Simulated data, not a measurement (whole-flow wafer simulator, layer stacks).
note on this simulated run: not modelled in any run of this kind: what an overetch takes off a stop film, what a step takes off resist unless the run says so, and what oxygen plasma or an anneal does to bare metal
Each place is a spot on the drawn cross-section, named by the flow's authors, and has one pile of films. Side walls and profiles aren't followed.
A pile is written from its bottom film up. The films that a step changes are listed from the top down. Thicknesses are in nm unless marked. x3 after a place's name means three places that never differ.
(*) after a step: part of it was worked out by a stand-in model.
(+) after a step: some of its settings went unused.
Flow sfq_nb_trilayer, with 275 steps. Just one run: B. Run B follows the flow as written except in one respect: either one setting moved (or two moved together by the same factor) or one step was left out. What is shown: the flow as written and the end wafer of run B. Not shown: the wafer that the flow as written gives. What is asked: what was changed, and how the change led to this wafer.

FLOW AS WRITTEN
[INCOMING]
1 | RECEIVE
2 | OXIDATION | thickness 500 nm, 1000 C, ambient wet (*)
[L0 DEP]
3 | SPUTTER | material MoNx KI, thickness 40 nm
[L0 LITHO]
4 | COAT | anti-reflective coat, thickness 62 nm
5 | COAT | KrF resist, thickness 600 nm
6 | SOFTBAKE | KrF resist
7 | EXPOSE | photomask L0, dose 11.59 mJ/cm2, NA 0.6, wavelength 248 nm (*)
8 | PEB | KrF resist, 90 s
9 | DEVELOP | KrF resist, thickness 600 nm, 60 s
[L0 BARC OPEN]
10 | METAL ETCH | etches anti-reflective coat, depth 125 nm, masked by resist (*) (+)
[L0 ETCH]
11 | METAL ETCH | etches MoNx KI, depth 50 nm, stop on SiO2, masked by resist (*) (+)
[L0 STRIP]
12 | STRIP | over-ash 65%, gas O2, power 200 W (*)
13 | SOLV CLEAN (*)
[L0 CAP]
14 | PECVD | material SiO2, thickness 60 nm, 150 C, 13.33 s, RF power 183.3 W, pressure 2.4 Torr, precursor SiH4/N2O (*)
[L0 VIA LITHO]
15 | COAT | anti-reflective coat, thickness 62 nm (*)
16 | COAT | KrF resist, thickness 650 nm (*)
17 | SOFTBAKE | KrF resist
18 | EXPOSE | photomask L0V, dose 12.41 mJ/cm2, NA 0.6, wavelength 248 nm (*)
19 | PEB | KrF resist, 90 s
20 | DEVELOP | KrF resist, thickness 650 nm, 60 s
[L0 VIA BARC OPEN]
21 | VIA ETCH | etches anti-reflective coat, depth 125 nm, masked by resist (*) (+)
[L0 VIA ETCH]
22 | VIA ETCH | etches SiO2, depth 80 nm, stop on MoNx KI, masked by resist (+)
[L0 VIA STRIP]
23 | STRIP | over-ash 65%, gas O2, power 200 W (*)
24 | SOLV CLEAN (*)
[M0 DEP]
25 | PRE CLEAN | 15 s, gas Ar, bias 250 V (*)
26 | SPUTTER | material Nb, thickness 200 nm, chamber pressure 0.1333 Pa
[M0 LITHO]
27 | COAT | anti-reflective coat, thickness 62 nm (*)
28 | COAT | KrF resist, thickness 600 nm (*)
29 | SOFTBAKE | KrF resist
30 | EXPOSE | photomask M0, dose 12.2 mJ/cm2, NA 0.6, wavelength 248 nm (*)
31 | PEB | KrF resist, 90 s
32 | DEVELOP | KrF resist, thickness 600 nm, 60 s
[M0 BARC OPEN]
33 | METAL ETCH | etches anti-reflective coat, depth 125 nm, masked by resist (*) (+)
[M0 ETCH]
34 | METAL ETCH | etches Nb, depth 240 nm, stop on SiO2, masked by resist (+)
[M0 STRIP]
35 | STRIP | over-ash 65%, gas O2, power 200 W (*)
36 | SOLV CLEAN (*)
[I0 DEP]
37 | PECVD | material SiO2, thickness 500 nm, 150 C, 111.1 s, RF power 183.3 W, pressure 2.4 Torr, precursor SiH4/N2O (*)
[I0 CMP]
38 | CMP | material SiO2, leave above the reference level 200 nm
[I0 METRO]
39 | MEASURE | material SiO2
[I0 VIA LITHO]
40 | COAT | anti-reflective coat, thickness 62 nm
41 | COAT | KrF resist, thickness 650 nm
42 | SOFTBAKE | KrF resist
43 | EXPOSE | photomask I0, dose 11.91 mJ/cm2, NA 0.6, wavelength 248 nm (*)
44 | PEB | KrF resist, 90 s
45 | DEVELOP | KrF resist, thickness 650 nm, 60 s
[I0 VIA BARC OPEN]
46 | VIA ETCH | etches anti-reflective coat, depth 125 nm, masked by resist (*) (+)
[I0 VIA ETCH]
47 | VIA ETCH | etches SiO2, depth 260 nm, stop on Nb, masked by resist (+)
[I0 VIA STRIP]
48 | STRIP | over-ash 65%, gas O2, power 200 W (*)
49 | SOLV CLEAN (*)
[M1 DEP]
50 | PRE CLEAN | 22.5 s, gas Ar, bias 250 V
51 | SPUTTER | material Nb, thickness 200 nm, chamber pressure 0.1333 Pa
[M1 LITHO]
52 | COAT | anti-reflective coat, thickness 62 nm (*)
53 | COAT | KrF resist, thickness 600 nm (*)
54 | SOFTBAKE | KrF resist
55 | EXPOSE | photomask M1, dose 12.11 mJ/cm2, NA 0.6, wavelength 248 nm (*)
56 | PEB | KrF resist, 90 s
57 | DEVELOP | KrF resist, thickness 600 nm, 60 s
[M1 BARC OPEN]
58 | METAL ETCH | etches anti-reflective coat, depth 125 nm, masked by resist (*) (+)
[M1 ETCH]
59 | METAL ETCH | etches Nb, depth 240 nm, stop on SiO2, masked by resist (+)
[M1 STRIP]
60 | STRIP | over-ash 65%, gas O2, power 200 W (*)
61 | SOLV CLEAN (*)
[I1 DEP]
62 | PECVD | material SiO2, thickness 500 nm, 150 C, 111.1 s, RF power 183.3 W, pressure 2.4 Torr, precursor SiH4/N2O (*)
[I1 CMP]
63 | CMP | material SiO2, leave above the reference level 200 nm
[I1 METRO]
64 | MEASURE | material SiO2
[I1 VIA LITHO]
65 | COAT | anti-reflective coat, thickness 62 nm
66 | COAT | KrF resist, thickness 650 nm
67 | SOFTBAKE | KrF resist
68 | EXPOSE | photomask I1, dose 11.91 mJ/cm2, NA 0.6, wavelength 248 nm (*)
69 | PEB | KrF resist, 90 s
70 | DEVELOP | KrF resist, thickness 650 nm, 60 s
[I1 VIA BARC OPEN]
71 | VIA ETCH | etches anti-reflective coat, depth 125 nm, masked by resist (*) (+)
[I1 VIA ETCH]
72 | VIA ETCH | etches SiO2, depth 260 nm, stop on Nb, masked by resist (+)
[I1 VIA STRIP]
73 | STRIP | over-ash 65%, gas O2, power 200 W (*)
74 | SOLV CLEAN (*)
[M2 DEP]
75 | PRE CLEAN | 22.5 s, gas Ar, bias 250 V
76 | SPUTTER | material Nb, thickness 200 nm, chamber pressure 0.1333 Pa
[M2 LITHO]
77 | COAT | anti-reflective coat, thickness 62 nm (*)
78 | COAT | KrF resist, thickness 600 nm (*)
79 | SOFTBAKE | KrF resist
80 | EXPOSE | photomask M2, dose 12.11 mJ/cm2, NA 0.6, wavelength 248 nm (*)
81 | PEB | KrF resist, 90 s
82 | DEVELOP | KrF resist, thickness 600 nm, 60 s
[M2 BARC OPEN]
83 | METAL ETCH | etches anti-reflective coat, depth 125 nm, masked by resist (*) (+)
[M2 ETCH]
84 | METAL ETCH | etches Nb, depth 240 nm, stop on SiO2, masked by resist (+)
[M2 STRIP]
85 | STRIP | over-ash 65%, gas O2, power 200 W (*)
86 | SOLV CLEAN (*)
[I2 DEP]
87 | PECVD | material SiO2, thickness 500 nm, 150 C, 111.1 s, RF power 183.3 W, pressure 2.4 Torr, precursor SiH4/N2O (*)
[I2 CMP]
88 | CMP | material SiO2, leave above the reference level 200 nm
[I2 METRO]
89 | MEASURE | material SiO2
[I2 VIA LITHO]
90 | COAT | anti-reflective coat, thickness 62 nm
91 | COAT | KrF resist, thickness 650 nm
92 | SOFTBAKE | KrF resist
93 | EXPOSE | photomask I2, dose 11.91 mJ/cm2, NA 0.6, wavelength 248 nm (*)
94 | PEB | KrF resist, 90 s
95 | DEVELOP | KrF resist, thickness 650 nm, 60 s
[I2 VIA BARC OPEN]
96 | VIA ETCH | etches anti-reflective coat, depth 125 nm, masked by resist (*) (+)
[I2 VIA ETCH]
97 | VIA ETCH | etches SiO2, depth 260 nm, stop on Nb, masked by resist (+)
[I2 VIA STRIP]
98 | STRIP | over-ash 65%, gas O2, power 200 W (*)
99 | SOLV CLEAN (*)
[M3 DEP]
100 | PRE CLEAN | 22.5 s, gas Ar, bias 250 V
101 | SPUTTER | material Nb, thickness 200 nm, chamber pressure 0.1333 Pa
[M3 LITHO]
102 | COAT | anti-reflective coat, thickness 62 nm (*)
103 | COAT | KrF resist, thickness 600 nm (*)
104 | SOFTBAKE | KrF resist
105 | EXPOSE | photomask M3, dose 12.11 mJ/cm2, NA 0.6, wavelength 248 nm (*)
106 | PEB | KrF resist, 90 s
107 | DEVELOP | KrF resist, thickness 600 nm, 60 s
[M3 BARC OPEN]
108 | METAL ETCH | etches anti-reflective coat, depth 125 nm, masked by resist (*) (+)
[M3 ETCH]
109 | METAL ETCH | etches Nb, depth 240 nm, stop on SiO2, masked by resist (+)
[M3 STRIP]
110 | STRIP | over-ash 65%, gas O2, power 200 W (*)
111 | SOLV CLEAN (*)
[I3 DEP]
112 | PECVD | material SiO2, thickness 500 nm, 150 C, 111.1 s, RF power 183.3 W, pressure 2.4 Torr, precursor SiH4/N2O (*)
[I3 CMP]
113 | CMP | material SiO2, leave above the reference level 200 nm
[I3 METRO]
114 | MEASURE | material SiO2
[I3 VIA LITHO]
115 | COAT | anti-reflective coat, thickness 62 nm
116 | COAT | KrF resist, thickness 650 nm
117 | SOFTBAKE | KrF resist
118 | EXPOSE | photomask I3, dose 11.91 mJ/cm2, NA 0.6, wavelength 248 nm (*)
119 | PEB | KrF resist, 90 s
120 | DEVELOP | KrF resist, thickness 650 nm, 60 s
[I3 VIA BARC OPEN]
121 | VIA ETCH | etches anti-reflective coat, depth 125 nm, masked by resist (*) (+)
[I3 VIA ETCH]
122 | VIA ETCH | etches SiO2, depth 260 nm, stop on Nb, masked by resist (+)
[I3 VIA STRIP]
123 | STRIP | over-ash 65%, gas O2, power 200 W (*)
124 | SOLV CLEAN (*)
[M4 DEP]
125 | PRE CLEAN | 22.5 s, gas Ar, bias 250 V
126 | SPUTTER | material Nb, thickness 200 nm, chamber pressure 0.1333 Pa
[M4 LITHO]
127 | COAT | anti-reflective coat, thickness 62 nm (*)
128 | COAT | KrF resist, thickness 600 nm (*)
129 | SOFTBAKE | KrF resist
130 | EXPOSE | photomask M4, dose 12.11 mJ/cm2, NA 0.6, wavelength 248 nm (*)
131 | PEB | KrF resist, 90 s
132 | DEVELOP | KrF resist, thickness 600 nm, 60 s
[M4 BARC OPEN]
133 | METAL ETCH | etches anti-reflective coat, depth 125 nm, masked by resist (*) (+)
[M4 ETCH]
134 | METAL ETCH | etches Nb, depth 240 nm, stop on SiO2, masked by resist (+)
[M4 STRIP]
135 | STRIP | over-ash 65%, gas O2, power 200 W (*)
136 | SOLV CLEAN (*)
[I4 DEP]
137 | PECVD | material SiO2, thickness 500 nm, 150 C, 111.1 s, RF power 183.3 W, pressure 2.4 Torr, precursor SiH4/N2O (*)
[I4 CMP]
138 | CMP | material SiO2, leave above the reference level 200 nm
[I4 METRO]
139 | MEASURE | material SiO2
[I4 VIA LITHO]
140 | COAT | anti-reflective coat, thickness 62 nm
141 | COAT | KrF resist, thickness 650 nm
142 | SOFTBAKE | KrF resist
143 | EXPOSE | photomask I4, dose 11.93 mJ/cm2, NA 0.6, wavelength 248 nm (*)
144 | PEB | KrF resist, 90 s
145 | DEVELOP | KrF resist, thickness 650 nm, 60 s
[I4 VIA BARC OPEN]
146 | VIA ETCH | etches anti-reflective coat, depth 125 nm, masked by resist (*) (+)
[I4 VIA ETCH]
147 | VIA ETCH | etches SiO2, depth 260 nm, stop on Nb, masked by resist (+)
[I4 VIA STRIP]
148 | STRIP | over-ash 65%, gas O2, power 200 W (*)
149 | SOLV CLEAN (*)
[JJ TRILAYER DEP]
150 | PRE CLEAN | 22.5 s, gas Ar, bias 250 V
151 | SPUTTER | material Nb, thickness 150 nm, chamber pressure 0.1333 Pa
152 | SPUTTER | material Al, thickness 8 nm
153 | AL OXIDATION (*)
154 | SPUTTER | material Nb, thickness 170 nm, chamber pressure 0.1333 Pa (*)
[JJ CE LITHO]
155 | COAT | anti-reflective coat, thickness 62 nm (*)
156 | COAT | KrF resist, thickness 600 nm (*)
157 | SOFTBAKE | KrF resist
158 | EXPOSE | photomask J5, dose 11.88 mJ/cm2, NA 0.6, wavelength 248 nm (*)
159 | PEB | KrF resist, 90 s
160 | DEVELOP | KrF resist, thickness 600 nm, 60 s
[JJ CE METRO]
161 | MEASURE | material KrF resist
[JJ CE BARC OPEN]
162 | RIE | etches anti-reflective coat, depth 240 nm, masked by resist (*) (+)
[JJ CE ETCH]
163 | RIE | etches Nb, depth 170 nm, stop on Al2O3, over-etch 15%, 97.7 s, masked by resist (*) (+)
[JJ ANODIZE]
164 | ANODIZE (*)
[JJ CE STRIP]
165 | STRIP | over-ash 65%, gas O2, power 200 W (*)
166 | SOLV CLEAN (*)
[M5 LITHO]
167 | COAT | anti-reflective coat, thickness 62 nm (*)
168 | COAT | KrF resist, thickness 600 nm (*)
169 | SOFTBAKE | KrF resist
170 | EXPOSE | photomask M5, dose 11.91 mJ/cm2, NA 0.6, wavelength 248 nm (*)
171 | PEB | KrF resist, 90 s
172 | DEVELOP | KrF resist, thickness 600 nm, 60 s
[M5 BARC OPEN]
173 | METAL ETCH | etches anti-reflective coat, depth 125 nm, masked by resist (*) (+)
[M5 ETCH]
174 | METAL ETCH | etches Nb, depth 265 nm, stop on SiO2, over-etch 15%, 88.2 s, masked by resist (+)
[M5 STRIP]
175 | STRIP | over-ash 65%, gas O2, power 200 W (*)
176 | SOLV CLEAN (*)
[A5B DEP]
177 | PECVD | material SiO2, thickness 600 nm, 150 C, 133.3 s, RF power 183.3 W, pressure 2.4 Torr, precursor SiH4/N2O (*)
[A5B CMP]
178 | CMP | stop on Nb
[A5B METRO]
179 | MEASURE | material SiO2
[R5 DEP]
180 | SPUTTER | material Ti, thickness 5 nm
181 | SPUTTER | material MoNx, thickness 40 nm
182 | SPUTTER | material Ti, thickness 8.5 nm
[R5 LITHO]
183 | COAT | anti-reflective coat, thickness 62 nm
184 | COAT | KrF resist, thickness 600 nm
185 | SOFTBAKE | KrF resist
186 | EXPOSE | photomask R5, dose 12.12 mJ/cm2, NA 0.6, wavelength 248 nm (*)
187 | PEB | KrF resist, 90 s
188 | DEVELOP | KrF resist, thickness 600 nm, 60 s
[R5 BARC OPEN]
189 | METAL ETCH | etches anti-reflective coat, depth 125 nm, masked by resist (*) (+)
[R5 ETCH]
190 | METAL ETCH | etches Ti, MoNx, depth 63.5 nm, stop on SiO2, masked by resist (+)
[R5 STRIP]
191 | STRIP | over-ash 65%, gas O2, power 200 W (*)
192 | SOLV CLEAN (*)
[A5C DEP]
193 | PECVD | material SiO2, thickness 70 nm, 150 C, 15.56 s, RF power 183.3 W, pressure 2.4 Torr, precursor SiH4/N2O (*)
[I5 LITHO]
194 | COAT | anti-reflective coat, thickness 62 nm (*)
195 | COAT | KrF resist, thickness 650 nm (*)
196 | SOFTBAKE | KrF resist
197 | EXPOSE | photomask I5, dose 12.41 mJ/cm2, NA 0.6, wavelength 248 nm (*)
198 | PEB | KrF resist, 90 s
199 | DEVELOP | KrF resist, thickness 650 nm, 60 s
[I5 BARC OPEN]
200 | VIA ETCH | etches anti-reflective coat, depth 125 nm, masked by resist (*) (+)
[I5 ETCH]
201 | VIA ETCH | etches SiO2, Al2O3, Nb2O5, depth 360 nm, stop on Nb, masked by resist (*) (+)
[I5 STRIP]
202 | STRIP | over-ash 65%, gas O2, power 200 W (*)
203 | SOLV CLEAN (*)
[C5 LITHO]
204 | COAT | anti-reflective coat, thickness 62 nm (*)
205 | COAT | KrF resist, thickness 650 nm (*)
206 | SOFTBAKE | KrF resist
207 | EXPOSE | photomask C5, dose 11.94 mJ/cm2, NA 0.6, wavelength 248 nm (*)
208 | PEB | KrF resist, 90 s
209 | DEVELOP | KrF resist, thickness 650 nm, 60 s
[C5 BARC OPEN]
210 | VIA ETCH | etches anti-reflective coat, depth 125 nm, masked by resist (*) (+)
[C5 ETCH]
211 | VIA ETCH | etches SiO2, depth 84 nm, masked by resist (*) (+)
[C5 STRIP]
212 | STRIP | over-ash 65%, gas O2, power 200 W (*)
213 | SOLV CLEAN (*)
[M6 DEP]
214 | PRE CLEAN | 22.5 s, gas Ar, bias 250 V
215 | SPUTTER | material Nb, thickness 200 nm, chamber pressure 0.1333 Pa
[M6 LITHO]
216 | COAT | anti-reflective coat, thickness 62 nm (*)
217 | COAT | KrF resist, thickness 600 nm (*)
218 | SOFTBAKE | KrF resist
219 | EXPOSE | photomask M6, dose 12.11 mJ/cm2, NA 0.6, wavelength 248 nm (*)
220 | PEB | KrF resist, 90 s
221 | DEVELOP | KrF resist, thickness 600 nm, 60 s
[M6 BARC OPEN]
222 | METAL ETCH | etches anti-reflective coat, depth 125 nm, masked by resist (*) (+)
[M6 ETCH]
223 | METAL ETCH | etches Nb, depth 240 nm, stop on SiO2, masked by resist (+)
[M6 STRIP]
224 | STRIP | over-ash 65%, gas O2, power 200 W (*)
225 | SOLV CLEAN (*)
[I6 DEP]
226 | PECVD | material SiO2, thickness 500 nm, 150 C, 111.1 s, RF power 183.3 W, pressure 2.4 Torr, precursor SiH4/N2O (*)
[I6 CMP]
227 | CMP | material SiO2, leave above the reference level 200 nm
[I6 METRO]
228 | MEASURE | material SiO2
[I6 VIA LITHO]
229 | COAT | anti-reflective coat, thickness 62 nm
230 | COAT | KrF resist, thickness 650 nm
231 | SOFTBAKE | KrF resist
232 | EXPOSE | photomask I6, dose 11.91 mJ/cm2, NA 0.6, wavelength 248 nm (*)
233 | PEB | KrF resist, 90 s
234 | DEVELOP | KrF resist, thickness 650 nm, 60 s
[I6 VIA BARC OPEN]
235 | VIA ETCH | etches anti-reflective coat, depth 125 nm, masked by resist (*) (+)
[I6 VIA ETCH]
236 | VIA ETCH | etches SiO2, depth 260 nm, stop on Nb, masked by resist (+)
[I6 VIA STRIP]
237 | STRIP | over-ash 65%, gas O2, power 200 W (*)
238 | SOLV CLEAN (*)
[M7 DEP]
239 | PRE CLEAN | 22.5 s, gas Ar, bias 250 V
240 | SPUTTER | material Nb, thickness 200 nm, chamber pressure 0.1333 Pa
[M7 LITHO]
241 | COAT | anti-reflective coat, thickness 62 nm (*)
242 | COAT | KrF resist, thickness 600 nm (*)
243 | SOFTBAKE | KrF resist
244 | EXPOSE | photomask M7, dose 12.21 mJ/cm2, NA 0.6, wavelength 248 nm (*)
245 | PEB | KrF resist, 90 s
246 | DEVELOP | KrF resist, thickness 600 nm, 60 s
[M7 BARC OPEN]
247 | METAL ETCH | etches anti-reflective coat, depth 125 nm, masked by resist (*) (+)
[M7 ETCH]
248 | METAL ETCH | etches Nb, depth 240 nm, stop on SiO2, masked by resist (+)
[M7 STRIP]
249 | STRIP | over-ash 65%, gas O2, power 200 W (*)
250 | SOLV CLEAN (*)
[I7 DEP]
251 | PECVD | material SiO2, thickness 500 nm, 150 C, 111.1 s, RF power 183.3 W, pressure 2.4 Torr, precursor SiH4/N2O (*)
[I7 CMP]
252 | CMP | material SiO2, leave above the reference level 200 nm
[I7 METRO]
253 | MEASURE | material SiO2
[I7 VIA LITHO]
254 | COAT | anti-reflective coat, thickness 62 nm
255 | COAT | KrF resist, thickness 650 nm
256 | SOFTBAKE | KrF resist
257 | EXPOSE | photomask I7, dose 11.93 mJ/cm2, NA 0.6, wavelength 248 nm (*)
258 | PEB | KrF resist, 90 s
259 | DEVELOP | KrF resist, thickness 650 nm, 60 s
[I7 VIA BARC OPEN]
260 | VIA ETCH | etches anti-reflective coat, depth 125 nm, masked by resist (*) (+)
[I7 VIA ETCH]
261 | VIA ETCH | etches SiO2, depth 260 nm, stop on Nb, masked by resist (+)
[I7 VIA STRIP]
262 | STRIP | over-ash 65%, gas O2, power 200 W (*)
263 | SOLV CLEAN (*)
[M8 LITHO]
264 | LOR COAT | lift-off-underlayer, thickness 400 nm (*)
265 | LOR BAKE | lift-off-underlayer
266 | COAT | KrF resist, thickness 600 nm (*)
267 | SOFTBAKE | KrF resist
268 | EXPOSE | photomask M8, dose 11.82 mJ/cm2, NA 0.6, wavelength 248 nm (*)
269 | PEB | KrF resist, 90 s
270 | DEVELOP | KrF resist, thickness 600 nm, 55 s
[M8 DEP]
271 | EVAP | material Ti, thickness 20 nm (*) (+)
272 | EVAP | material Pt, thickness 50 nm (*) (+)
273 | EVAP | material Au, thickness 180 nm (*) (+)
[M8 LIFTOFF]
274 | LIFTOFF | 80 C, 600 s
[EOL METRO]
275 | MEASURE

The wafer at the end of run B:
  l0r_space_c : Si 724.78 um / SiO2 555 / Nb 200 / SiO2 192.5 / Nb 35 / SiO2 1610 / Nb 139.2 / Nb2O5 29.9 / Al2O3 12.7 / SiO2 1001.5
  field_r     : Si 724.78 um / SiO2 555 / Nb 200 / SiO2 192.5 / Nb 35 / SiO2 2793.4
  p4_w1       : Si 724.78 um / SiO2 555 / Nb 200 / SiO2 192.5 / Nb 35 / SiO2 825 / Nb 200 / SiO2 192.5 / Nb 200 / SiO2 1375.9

The reason: step 51, SPUTTER: thickness 275 nm was run, while the flow as written has thickness 200 nm.

The path from the change to this, step by step:
  51 | SPUTTER | material Nb, thickness 200 nm, chamber pressure 0.1333 Pa
      field_l, v_sur, via_wl and 102 more: +275 Nb (new film) (it would be, as written: +200 Nb (new film))
      via_w: +241 Nb (it would be, as written: +174.5 Nb)
  52 | COAT | anti-reflective coat, thickness 62 nm (*)
      via_wr: +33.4 anti-reflective coat (new film) (it would be, as written: +34.9 anti-reflective coat (new film))
  59 | METAL ETCH | etches Nb, depth 240 nm, stop on SiO2, masked by resist (+)
      field_l, be, be_sur and 79 more: -240 Nb (it would be, as written: -200 Nb (all of it))
  60 | STRIP | over-ash 65%, gas O2, power 200 W (*)
      via_wr: -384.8 KrF resist (all of it), -33.4 anti-reflective coat (all of it) (it would be, as written: -384.4 KrF resist (all of it), -34.9 anti-reflective coat (all of it))
  62 | PECVD | material SiO2, thickness 500 nm, 150 C, 111.1 s, RF power 183.3 W, pressure 2.4 Torr, precursor SiH4/N2O (*)
      field_l, be, be_sur and 72 more: +500 SiO2 (new film) (it would be, as written: +500 SiO2)
      lsp_m, ln_m6, lsp_r, l0_sur, l0v: +493.9 SiO2 (new film) (it would be, as written: +494.9 SiO2)
      (and at 3 other places as well)
  63 | CMP | material SiO2, leave above the reference level 200 nm
      field_l, be, be_sur and 72 more: -60 SiO2 (it would be, as written: -100 SiO2)
      lsp_m, ln_m6, lsp_r, l0_sur, l0v: -53.9 SiO2 (it would be, as written: -94.9 SiO2)
      (and at 1 other place as well)
Taking metal films that touch as one body, l0r_space_c has 3 bodies (between them, from the top down: SiO2 1610; SiO2 192.5); the flow as written gives 2 bodies (between them, from the top down: SiO2 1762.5).
Taking metal films that touch as one body, field_r has 2 bodies (between them, from the top down: SiO2 192.5); the flow as written gives 1 body.
Taking metal films that touch as one body, p4_w1 has 4 bodies (between them, from the top down: SiO2 192.5; SiO2 825; SiO2 192.5); the flow as written gives 3 bodies (between them, from the top down: SiO2 192.5; SiO2 977.5).
